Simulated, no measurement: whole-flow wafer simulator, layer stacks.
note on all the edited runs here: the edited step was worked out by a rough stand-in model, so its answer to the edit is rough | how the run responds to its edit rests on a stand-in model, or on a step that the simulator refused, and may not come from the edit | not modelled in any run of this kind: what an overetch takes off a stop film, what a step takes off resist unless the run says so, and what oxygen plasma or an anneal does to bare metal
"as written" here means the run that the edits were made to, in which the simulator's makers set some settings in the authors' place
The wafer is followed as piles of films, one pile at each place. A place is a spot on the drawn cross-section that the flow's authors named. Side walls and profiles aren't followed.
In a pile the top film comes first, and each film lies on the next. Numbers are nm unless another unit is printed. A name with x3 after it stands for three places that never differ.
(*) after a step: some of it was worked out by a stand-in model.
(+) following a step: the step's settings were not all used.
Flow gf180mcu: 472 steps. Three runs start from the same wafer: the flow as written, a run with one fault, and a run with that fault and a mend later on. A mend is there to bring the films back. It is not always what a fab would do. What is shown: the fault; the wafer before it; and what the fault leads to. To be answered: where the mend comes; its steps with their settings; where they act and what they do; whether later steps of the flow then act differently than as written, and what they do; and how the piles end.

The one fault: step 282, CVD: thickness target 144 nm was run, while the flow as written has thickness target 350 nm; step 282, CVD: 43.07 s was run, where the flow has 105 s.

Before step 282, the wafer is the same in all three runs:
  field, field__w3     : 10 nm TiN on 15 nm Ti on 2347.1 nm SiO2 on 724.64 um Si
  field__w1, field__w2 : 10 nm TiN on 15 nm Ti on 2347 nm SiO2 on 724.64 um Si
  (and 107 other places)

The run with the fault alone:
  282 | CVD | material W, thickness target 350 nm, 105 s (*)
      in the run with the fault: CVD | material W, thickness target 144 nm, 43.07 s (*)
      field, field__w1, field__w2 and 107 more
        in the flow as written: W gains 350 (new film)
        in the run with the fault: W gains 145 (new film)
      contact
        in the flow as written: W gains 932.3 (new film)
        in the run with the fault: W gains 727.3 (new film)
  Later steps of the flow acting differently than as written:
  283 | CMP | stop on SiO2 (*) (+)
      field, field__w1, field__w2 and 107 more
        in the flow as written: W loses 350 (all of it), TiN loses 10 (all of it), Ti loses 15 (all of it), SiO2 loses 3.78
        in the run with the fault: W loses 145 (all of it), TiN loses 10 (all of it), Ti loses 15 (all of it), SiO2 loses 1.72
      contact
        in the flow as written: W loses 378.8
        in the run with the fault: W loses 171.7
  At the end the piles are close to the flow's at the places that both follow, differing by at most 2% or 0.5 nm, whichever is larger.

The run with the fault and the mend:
  After step 282 comes the mend.
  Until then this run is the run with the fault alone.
  282a | CVD | material W, thickness target 206 nm, 61.83 s (the flow's step 282, run once more with other settings)
      field, field__w1, field__w2 and 108 more
        W gains 207.2
  Later steps of the flow that are run all act as written at every place that is followed, up to a difference of at most 2% or 0.5 nm, whichever is larger.
  At the end the piles are close to the flow's at the places that both follow, differing by at most 2% or 0.5 nm, whichever is larger.
